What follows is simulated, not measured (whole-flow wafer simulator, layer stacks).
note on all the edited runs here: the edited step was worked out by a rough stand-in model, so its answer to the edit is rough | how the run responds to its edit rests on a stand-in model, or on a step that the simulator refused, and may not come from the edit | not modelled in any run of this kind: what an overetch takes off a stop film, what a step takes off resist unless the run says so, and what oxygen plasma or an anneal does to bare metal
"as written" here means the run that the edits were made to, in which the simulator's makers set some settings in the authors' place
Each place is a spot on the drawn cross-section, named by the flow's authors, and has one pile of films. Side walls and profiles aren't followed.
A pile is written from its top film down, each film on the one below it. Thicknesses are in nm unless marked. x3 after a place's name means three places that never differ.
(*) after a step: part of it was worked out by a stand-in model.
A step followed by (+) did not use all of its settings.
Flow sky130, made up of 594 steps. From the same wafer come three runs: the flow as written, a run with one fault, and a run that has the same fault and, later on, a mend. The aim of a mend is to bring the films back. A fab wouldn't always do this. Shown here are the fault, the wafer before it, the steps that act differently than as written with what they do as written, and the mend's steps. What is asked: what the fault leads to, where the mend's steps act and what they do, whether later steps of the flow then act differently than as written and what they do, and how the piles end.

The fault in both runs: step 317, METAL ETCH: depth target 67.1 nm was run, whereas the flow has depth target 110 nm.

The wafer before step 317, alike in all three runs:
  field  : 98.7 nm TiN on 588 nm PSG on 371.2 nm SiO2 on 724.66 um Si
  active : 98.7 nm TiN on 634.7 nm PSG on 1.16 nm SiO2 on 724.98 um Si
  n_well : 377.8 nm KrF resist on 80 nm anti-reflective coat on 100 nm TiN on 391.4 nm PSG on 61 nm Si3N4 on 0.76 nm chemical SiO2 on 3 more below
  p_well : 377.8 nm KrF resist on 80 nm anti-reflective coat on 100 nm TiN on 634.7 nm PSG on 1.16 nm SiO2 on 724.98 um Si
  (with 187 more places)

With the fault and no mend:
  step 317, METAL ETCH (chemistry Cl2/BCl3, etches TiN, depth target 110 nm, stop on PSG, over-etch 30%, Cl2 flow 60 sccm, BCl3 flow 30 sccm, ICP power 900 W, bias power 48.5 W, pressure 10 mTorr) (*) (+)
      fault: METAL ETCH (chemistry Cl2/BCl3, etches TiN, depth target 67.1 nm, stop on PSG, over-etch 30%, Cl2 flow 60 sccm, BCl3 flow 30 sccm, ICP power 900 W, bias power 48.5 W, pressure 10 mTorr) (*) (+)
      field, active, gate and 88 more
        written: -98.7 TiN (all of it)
        fault: -67.1 TiN
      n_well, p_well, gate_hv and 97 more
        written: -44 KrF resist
        fault: -26.8 KrF resist
  Later steps of the flow acting differently than as written (8 more steps, not shown, differ only slightly: by at most 2% or 0.5 nm, whichever is larger):
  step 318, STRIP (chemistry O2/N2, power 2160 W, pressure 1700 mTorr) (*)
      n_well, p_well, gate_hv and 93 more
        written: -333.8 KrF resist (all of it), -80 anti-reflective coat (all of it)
        fault: -351 KrF resist (all of it), -80 anti-reflective coat (all of it)
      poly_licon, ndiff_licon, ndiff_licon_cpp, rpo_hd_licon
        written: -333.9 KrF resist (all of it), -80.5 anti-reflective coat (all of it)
        fault: -351 KrF resist (all of it), -80.5 anti-reflective coat (all of it)
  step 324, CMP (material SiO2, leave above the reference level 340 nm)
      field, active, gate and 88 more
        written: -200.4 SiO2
        fault: -231.6 SiO2
  The piles end different from the flow's at field, active, gate and 90 more by more than 2% or 0.5 nm, whichever is larger.
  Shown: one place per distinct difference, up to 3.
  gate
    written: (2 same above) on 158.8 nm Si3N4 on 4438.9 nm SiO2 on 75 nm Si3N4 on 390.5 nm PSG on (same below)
    fault: (2 same above) on 158.8 nm Si3N4 on 4407.8 nm SiO2 on 75 nm Si3N4 on 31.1 nm TiN on 390.5 nm PSG on (same below)
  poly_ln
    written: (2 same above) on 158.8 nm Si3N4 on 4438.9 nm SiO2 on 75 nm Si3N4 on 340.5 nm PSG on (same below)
    fault: (2 same above) on 158.8 nm Si3N4 on 4407.8 nm SiO2 on 75 nm Si3N4 on 31.1 nm TiN on 340.5 nm PSG on (same below)
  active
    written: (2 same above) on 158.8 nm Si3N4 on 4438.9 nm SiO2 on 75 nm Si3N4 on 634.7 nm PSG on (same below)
    fault: (2 same above) on 158.8 nm Si3N4 on 4407.8 nm SiO2 on 75 nm Si3N4 on 31.1 nm TiN on 634.7 nm PSG on (same below)

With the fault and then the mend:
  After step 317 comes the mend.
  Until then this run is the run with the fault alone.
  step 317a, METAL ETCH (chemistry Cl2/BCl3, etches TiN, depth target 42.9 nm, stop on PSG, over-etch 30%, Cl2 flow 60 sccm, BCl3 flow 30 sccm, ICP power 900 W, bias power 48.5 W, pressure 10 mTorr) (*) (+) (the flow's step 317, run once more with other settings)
      n_well, p_well, gate_hv and 97 more
        -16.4 KrF resist
      field, active, gate and 88 more
        -31.6 TiN (all of it)
  Later steps of the flow that are run all act as written at every place that is followed, up to a difference of at most 2% or 0.5 nm, whichever is larger.
  By the end, the piles equal the flow's at every place that both follow.
